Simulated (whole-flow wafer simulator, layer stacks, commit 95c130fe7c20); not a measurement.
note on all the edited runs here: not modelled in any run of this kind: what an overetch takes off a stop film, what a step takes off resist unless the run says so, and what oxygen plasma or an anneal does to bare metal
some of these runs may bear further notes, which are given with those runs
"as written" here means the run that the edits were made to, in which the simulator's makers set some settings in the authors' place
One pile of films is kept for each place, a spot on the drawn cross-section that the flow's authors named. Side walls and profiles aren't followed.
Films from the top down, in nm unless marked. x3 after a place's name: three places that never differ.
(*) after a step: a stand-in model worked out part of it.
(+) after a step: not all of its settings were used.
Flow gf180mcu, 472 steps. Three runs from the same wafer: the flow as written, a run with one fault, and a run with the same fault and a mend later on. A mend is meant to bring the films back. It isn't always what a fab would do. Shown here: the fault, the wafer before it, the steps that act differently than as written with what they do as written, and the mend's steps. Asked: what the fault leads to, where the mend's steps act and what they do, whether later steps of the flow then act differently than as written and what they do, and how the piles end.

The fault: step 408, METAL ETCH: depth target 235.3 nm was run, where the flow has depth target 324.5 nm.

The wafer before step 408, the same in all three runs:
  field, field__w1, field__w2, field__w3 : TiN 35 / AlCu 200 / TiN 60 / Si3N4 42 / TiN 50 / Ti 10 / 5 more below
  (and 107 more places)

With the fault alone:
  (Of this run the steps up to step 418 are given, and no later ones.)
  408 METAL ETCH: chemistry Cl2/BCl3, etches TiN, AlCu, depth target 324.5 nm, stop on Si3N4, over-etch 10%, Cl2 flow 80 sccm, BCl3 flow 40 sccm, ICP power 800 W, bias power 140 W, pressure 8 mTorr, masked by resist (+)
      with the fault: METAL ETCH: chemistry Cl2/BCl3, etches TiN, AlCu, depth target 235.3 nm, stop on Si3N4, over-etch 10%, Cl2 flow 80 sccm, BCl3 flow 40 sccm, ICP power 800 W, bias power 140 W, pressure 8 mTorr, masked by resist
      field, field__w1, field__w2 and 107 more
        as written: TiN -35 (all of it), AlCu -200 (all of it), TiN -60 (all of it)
        with the fault: TiN -35 (all of it), AlCu -200 (all of it), TiN -0.3
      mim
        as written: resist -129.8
        with the fault: resist -94.1
  Later steps of the flow that act differently than as written (2 more steps differ only slightly, by at most 2% or 0.5 nm, whichever is larger, and aren't shown):
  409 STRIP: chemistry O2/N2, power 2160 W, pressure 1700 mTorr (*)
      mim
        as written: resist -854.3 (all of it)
        with the fault: resist -890 (all of it)
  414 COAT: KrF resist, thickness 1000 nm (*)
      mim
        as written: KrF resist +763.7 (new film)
        with the fault: KrF resist +809.6 (new film)
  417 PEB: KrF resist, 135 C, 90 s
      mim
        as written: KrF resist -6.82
        with the fault: KrF resist -7.55
  After step 418 the piles differ from the flow's by more than 2% or 0.5 nm, whichever is larger, at field, field__w1, field__w2 and 109 more.
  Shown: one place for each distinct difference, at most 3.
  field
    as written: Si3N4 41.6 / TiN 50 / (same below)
    with the fault: TiN 59.3 / Si3N4 42 / TiN 50 / (same below)
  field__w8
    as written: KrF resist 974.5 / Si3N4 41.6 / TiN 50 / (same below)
    with the fault: KrF resist 974.5 / TiN 59.3 / Si3N4 42 / TiN 50 / (same below)
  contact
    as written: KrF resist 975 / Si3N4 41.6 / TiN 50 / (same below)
    with the fault: KrF resist 974.9 / TiN 59.3 / Si3N4 42 / TiN 50 / (same below)

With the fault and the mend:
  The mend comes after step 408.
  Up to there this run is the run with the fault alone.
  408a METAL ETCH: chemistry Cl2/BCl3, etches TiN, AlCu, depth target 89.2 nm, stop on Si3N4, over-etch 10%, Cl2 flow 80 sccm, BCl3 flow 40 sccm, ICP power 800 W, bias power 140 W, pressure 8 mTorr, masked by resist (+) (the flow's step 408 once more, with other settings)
      field, field__w1, field__w2 and 107 more
        TiN -59.7 (all of it)
      mim
        resist -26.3
  No later step of the flow acts differently than as written, at any place that is followed, by more than 2% or 0.5 nm, whichever is larger.
  At the end the piles are the same as the flow's at every place that both follow.
